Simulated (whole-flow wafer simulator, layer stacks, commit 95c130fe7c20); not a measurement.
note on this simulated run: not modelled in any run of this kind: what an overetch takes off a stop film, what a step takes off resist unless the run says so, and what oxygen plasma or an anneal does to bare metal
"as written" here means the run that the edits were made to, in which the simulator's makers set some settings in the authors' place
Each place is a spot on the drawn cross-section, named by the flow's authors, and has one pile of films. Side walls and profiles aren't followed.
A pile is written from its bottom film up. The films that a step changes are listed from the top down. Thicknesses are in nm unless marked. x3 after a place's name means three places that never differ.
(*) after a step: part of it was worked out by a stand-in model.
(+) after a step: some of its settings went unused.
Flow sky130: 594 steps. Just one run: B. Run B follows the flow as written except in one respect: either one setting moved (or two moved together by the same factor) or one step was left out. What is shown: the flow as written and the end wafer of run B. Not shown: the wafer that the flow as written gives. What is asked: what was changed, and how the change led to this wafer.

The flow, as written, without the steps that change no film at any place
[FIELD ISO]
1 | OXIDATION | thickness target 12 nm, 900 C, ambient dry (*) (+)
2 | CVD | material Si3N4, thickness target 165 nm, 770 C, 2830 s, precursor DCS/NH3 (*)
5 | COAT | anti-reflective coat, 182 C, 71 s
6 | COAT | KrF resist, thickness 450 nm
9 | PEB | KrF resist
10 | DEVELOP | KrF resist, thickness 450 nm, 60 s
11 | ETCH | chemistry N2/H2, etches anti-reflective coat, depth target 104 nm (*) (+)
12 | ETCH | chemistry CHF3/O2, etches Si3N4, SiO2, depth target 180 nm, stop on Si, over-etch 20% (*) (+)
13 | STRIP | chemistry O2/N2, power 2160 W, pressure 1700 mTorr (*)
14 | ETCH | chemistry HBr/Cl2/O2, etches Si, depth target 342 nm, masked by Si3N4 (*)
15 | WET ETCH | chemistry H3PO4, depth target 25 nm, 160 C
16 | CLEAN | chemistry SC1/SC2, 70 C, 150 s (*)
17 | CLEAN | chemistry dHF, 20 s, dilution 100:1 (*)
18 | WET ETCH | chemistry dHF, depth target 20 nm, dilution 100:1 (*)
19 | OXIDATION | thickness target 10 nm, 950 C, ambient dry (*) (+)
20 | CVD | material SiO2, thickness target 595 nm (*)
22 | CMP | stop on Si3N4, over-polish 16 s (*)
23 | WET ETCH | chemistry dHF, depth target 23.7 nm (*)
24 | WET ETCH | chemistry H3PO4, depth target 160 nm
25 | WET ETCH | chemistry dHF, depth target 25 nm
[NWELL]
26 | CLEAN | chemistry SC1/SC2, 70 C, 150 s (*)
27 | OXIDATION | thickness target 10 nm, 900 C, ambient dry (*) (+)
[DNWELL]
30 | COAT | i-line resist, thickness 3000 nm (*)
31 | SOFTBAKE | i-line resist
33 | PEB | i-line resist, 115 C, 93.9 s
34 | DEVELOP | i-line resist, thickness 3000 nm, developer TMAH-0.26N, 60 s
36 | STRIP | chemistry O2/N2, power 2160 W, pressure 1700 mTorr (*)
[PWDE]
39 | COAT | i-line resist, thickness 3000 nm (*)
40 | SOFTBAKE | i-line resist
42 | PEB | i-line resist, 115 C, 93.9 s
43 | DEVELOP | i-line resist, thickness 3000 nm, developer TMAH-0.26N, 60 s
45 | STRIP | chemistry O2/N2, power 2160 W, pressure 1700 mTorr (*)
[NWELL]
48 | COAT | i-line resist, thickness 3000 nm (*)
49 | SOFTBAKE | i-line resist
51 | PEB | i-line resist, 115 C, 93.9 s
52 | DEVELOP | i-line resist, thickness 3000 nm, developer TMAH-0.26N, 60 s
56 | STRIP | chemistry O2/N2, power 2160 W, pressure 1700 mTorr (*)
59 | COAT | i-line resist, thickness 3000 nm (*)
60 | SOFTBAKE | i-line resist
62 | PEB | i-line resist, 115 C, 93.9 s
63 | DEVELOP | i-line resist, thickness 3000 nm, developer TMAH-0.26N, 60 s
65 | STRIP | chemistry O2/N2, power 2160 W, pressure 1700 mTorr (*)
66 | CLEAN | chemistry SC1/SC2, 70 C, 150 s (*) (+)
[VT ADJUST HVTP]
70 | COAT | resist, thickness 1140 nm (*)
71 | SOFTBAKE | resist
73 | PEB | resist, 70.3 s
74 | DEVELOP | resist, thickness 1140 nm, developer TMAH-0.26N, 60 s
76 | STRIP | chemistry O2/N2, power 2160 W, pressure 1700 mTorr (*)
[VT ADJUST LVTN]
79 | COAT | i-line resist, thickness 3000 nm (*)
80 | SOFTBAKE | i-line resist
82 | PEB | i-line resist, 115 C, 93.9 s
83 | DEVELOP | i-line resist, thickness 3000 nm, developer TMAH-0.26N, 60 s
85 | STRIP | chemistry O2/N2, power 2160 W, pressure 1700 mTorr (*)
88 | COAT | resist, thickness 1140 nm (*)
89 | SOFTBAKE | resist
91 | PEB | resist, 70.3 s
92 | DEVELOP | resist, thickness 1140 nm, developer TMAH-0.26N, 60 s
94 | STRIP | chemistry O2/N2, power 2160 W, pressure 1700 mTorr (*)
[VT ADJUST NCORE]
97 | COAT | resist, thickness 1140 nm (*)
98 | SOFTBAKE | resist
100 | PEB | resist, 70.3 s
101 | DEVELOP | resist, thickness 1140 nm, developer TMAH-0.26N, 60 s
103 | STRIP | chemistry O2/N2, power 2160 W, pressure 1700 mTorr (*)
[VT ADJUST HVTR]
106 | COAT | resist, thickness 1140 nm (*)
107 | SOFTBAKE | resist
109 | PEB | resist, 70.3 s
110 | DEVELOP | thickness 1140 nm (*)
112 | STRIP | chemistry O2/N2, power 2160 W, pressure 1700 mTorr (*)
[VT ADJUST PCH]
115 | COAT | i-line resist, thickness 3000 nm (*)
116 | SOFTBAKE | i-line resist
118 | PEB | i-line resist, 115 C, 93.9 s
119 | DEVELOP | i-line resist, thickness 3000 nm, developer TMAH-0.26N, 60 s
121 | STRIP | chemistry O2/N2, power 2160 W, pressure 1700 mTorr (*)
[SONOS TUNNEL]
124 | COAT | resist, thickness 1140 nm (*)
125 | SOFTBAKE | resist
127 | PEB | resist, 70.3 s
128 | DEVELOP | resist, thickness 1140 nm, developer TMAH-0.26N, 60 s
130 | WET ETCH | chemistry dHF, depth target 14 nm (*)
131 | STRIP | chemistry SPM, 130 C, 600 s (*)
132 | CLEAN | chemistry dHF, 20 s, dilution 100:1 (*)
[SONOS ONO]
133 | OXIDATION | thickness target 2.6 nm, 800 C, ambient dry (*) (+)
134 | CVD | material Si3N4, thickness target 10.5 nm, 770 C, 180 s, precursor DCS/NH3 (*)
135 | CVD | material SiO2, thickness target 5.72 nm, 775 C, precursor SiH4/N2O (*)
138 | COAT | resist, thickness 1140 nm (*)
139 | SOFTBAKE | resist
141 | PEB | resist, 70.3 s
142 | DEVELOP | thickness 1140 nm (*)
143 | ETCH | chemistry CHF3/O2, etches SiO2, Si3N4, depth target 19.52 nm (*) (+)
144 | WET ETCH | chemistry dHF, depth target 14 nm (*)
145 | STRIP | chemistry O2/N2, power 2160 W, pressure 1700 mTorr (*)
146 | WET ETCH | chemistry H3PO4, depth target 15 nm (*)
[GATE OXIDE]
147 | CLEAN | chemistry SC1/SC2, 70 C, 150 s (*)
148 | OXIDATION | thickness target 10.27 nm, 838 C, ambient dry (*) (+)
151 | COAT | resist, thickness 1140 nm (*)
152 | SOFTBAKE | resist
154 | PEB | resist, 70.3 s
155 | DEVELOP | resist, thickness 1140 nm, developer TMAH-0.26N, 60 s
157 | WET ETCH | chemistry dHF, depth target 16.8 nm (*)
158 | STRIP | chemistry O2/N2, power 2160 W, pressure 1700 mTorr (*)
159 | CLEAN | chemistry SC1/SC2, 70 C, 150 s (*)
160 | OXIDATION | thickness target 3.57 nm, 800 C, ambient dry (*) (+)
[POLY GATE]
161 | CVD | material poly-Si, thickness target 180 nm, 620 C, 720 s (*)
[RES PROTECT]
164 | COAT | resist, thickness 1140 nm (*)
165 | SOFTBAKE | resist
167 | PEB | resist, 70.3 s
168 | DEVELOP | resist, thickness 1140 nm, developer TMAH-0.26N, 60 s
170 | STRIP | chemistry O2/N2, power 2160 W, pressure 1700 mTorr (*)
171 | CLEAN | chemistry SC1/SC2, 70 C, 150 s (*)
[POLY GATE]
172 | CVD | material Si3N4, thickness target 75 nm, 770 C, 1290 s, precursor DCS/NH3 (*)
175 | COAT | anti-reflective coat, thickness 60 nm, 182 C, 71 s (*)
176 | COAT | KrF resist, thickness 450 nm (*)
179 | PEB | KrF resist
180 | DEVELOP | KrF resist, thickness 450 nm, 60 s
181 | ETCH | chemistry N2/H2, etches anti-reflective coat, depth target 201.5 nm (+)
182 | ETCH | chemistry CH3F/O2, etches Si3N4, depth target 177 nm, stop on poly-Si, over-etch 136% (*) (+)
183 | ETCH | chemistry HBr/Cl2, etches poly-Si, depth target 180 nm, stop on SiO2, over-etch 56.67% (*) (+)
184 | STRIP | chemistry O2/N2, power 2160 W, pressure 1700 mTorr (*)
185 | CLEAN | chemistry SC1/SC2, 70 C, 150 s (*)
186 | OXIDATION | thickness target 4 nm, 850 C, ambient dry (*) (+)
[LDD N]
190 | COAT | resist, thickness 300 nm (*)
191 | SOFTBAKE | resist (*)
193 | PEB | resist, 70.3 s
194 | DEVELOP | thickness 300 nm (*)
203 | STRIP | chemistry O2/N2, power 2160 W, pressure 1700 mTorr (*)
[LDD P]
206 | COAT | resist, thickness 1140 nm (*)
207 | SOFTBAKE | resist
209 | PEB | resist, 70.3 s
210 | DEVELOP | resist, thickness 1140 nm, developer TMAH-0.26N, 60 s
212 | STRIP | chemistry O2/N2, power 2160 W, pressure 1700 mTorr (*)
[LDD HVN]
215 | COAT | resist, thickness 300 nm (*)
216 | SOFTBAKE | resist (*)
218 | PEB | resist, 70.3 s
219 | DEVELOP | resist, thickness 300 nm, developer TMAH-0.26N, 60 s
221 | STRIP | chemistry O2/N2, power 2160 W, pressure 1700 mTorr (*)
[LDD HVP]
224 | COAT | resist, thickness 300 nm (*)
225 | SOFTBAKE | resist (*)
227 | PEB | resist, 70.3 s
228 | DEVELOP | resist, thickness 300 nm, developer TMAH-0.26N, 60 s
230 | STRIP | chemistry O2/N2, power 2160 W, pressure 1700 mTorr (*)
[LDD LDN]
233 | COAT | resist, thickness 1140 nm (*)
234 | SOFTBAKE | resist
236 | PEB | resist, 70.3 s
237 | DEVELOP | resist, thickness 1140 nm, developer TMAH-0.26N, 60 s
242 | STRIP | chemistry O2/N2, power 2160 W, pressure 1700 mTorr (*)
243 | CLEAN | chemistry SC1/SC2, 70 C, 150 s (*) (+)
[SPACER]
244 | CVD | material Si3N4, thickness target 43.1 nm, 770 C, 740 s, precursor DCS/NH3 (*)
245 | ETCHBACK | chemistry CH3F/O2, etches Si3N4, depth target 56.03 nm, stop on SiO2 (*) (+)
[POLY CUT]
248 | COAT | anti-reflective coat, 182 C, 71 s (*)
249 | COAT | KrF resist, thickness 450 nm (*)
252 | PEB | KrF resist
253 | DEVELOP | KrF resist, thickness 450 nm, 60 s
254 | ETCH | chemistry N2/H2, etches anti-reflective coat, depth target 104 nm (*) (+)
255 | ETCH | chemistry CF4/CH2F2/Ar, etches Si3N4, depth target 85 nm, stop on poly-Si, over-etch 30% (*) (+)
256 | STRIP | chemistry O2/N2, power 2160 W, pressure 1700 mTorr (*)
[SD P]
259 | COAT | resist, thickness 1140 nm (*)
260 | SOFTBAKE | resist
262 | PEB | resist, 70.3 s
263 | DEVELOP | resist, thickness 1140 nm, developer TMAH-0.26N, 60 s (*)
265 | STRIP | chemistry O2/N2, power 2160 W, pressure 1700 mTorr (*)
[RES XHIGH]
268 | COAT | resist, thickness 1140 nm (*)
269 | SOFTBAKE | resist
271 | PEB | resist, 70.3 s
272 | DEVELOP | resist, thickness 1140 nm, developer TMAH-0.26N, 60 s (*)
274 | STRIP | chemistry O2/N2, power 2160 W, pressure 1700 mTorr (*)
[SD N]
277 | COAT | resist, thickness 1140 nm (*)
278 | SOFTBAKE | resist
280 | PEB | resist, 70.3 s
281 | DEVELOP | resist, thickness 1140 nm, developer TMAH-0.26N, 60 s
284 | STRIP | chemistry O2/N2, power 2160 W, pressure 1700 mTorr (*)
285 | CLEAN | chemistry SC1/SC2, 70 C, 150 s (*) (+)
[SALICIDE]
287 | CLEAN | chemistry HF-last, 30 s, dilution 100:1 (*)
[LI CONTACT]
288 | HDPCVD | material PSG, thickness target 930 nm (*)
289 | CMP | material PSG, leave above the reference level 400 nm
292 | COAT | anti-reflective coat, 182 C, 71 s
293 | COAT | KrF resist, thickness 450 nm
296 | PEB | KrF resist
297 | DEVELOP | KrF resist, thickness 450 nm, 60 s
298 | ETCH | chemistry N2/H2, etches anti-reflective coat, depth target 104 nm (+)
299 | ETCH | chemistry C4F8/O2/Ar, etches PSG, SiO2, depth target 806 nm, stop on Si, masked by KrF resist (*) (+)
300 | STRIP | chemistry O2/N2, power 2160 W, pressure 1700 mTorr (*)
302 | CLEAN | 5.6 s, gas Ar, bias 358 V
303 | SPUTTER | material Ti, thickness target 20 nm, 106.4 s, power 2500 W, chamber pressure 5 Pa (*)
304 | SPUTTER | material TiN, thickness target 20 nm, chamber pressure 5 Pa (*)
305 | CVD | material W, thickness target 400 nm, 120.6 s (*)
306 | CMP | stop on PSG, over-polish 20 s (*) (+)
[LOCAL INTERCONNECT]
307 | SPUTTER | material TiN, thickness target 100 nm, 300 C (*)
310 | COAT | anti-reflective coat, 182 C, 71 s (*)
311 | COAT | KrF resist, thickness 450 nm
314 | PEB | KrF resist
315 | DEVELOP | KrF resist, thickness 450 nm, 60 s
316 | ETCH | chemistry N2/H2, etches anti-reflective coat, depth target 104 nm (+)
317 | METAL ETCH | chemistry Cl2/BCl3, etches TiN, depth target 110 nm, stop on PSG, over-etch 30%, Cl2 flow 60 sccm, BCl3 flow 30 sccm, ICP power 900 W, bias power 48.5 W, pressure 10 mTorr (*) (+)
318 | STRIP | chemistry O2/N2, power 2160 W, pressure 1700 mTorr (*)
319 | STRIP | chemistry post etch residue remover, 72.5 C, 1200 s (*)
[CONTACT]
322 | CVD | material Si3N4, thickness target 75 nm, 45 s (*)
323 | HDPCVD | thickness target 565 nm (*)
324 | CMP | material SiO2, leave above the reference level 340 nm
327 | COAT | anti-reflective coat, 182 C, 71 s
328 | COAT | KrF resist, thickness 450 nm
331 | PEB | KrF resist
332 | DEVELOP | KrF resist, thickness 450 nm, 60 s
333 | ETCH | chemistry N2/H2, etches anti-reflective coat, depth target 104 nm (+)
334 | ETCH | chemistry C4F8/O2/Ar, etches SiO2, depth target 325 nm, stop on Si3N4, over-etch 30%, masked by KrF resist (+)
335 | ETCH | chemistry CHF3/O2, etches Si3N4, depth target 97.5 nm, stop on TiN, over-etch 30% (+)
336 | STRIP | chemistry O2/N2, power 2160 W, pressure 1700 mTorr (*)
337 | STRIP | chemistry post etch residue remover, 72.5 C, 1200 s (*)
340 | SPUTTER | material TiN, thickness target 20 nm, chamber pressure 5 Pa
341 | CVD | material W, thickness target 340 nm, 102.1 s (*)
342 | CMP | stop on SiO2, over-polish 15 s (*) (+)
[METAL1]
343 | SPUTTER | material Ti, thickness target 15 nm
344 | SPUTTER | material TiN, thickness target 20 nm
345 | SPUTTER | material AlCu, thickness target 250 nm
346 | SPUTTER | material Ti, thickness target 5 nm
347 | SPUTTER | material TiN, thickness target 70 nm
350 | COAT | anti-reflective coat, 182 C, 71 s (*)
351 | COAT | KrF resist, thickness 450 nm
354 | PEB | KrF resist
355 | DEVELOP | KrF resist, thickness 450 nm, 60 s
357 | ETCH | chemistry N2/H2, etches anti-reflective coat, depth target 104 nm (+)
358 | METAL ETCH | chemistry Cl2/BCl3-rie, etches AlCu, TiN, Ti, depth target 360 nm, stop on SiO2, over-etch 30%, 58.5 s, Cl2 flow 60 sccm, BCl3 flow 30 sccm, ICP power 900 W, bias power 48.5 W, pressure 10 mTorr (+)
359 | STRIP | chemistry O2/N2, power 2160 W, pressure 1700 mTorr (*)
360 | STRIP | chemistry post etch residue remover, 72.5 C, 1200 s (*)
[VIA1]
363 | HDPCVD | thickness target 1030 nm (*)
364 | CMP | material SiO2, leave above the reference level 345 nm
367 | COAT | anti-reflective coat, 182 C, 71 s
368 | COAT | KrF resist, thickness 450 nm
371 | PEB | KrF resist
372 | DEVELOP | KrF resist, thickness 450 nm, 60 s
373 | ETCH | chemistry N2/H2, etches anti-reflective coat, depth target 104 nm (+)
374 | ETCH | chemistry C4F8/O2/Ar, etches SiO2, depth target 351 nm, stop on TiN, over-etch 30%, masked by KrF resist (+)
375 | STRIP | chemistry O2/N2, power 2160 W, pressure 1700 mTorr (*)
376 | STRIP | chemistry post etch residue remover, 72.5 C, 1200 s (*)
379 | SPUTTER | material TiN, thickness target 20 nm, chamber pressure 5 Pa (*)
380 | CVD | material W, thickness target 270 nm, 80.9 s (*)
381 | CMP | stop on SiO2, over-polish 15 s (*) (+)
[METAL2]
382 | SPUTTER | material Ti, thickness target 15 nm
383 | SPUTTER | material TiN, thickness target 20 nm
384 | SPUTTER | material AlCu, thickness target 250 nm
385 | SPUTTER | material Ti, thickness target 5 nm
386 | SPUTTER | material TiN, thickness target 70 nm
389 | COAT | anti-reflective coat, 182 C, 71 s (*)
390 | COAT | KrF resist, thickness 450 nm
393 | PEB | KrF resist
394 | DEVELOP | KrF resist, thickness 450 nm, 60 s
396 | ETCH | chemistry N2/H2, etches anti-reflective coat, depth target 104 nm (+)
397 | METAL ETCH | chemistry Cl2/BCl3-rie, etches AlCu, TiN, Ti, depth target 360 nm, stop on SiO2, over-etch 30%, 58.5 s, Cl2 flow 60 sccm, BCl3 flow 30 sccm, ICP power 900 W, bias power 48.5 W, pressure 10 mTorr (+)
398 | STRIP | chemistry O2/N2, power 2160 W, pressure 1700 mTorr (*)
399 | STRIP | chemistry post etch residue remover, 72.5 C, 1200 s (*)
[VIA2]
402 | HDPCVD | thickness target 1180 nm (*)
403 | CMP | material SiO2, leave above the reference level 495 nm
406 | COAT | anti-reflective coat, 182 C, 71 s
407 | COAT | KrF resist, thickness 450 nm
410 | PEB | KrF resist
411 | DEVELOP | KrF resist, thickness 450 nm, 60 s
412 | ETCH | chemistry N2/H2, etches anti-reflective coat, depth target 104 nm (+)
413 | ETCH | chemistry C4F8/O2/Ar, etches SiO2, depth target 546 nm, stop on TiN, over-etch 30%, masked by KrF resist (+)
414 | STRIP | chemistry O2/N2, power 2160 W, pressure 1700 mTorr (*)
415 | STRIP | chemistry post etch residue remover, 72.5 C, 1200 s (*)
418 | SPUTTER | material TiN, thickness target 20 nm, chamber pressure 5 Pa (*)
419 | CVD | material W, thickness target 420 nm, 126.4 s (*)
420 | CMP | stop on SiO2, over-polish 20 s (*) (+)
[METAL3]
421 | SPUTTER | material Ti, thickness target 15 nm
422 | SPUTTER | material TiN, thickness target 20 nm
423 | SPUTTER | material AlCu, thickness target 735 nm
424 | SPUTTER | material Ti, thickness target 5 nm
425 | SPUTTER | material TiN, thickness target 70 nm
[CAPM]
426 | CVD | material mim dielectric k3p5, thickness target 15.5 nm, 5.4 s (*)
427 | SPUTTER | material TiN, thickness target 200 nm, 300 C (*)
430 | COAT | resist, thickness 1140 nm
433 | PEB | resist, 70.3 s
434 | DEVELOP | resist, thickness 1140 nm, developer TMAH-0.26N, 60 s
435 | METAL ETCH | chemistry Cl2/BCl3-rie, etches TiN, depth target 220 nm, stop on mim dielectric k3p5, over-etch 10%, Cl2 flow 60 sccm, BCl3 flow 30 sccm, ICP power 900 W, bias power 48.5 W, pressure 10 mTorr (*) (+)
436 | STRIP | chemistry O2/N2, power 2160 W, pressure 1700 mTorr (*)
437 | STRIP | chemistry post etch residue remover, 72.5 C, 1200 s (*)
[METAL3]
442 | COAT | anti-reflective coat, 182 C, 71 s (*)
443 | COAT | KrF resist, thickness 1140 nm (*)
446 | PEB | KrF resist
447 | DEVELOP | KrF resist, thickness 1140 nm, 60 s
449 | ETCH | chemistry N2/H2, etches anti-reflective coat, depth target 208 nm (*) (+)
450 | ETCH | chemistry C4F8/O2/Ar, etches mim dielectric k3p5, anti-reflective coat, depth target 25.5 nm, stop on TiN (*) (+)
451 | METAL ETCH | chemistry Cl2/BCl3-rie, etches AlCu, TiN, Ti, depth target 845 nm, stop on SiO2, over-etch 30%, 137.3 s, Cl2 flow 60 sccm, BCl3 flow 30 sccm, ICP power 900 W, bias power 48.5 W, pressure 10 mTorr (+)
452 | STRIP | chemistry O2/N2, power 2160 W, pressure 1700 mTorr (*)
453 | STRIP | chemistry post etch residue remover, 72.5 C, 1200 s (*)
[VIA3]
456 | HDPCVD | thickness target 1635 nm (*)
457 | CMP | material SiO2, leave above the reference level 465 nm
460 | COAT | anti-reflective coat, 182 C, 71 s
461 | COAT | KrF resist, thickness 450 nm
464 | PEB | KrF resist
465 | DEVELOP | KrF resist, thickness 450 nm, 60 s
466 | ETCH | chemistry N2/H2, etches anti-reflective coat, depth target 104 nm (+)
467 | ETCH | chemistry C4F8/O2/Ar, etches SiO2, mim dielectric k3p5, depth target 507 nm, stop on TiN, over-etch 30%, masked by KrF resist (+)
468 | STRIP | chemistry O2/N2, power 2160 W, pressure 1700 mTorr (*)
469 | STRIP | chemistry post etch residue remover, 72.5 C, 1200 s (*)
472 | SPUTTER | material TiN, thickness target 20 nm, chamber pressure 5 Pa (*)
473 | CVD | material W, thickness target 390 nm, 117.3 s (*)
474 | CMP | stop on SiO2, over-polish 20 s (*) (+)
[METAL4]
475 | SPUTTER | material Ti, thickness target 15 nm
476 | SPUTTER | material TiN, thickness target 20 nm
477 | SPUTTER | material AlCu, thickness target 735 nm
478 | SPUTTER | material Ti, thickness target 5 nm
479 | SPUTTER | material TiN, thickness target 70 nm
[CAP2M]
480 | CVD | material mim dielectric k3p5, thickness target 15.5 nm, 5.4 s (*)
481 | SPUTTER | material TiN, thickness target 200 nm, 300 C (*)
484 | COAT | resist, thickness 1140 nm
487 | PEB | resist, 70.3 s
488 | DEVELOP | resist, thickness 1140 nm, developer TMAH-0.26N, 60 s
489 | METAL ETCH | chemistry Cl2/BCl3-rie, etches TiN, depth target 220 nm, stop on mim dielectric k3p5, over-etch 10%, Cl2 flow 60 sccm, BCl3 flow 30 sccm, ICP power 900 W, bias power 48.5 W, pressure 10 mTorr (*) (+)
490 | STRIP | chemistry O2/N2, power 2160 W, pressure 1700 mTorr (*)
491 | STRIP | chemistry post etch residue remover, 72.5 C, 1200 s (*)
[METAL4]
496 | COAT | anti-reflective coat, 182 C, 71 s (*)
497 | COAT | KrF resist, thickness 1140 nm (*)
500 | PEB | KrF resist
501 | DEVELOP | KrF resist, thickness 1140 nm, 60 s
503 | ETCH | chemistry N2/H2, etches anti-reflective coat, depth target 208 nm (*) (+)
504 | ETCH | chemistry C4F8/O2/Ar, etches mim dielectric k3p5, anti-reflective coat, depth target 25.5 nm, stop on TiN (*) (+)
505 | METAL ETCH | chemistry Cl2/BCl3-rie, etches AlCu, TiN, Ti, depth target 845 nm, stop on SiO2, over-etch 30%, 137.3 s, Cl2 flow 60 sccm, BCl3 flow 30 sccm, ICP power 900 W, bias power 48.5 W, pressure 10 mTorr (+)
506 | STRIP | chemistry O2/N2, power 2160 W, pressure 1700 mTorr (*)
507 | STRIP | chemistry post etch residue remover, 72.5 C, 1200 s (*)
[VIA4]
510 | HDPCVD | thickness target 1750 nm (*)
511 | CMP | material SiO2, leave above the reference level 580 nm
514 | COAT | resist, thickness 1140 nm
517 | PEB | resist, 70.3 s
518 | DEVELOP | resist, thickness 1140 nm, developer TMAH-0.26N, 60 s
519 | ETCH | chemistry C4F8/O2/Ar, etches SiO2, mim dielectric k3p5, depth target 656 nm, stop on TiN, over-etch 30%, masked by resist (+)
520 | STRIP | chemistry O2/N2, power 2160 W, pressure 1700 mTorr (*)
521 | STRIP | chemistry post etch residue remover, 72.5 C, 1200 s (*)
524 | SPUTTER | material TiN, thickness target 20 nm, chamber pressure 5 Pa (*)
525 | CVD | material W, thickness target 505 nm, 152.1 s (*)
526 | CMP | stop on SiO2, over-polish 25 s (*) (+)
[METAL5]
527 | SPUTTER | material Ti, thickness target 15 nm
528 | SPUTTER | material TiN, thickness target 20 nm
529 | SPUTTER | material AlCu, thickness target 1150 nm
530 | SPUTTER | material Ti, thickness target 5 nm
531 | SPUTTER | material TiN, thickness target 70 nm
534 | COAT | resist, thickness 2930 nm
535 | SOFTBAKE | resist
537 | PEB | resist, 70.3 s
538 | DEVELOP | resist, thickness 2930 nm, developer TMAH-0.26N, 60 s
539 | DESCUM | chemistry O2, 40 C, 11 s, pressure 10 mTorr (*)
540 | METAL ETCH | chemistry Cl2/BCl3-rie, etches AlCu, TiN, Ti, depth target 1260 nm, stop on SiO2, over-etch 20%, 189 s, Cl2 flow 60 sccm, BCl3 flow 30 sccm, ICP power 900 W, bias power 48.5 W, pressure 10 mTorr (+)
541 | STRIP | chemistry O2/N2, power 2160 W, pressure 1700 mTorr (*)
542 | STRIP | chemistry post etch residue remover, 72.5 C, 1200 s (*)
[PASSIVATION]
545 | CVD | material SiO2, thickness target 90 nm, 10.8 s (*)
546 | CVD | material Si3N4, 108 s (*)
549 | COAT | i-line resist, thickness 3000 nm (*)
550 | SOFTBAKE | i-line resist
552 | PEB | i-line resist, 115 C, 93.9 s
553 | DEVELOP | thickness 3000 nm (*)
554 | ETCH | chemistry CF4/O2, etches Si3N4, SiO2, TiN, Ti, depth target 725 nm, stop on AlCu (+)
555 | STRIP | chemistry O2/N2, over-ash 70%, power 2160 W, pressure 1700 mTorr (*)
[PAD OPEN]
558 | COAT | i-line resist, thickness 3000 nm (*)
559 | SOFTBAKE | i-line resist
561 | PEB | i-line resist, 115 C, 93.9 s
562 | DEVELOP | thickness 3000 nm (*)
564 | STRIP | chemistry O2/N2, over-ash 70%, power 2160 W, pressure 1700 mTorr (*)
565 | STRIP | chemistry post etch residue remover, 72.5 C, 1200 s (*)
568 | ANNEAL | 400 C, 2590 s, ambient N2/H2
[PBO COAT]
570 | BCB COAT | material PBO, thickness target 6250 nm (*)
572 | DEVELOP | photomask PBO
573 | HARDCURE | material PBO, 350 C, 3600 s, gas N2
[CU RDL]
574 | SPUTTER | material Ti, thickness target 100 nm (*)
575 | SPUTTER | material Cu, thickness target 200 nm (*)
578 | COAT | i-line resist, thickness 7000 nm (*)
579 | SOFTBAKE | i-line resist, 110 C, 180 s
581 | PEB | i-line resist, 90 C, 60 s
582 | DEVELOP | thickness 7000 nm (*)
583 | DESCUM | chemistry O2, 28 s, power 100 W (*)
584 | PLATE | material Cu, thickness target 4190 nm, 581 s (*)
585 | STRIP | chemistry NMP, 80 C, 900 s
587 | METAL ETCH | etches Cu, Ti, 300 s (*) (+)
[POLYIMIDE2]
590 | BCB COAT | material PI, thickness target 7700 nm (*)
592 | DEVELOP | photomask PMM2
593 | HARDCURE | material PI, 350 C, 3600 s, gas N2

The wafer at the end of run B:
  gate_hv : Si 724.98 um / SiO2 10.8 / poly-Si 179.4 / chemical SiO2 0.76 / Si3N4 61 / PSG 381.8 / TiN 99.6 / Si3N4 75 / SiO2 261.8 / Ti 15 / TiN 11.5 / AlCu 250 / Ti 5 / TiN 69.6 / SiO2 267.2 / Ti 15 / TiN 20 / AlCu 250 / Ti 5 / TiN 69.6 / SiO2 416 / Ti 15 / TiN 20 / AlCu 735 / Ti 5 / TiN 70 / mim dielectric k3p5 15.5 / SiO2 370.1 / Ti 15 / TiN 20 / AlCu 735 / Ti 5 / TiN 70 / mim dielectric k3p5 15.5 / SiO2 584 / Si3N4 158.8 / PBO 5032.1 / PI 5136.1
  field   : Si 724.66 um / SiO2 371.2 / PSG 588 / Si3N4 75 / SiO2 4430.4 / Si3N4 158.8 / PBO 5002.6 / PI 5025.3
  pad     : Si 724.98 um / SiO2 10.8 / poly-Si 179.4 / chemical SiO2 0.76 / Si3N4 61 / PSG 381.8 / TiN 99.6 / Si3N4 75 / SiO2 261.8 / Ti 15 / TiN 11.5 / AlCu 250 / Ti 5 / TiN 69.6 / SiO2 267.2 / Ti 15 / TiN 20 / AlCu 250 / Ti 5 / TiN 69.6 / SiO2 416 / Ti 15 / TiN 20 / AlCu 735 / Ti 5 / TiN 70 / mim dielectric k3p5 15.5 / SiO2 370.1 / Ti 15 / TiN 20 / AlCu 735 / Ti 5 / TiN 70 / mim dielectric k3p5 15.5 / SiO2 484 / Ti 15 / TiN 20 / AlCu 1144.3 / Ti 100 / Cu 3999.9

Cause: step 344, SPUTTER: thickness target 11.5 nm was run, while the flow as written has thickness target 20 nm.
The wafer lets one read it off: gate_hv has TiN 11.5, and step 344 as written asks for 20 nm.

The path from the change to this, step by step:
  344 | SPUTTER | material TiN, thickness target 20 nm
      field, active, n_well and 188 more: +11.5 TiN (new film) (it would be, as written: +20 TiN (new film))
  358 | METAL ETCH | chemistry Cl2/BCl3-rie, etches AlCu, TiN, Ti, depth target 360 nm, stop on SiO2, over-etch 30%, 58.5 s, Cl2 flow 60 sccm, BCl3 flow 30 sccm, ICP power 900 W, bias power 48.5 W, pressure 10 mTorr (+)
      field, active, gate and 81 more: -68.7 TiN (all of it), -5 Ti (all of it), -250 AlCu (all of it), -11.5 TiN (all of it), -15 Ti (all of it), -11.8 SiO2 (it would be, as written: -68.7 TiN (all of it), -5 Ti (all of it), -250 AlCu (all of it), -20 TiN (all of it), -15 Ti (all of it), -10.9 SiO2)
